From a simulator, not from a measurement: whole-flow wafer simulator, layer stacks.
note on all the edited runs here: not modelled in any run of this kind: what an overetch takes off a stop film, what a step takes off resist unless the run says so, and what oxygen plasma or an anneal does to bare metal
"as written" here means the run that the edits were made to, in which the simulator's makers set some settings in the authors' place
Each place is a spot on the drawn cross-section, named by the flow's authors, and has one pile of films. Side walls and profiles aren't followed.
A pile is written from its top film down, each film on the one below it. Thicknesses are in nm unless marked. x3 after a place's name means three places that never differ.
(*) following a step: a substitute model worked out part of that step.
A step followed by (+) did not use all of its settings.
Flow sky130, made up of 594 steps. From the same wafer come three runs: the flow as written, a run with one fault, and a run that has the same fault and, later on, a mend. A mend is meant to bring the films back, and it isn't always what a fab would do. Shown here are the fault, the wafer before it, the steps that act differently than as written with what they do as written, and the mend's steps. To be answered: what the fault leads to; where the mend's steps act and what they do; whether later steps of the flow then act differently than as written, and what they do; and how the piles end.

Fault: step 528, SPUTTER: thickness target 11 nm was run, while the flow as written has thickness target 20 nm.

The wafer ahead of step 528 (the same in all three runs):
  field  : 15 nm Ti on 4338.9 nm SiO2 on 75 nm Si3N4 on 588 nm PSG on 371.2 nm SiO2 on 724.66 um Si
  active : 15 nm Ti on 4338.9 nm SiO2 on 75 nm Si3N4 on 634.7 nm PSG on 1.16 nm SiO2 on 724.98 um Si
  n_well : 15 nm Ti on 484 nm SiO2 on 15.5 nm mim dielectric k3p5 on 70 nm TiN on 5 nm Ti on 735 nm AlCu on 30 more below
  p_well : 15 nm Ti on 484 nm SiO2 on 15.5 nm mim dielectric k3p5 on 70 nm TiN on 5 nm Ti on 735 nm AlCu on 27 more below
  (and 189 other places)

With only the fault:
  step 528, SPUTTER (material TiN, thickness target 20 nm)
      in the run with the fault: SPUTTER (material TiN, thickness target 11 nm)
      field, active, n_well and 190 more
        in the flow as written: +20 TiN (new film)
        in the run with the fault: +11 TiN (new film)
  Later steps of the flow acting differently than as written (19 other steps are not shown; they differ only slightly, by no more than 2% or 0.5 nm, whichever is larger):
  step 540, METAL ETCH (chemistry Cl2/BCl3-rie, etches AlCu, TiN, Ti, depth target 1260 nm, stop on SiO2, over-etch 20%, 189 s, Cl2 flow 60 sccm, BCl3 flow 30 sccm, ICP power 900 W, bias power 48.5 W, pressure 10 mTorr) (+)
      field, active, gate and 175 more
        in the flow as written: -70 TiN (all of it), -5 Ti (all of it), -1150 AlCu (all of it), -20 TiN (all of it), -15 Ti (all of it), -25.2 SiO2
        in the run with the fault: -70 TiN (all of it), -5 Ti (all of it), -1150 AlCu (all of it), -11 TiN (all of it), -15 Ti (all of it), -26.1 SiO2
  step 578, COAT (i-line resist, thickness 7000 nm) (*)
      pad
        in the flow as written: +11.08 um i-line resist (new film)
        in the run with the fault: +11.09 um i-line resist (new film)
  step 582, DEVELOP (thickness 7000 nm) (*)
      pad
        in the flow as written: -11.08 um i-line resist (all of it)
        in the run with the fault: -11.09 um i-line resist (all of it)
  The piles end different from the flow's at n_well, p_well, sd_n and 12 more by more than 2% or 0.5 nm, whichever is larger.
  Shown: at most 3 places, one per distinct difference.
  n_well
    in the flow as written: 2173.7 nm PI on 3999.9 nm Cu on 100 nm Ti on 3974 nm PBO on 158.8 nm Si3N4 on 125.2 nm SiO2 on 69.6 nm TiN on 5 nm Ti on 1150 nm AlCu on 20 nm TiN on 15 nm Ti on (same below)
    in the run with the fault: 2174.7 nm PI on 3999.9 nm Cu on 100 nm Ti on 3980.5 nm PBO on 158.8 nm Si3N4 on 125.2 nm SiO2 on 69.6 nm TiN on 5 nm Ti on 1150 nm AlCu on 11 nm TiN on 15 nm Ti on (same below)
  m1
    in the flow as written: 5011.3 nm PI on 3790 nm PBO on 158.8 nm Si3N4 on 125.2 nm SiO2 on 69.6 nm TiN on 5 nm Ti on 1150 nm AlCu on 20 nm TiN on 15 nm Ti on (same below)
    in the run with the fault: 5011.7 nm PI on 3797.5 nm PBO on 158.8 nm Si3N4 on 125.2 nm SiO2 on 69.6 nm TiN on 5 nm Ti on 1150 nm AlCu on 11 nm TiN on 15 nm Ti on (same below)
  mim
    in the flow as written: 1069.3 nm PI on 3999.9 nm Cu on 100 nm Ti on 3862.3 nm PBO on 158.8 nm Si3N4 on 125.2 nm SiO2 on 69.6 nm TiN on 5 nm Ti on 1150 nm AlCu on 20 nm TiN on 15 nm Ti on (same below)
    in the run with the fault: 1070.2 nm PI on 3999.9 nm Cu on 100 nm Ti on 3869.2 nm PBO on 158.8 nm Si3N4 on 125.2 nm SiO2 on 69.6 nm TiN on 5 nm Ti on 1150 nm AlCu on 11 nm TiN on 15 nm Ti on (same below)

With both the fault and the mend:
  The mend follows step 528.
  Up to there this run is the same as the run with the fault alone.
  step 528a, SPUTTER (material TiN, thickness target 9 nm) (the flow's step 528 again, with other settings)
      field, active, n_well and 190 more
        +9 TiN
  None of the later steps of the flow acts differently than as written at any place that is followed.
  The piles end the same as the flow's at every place that both follow.
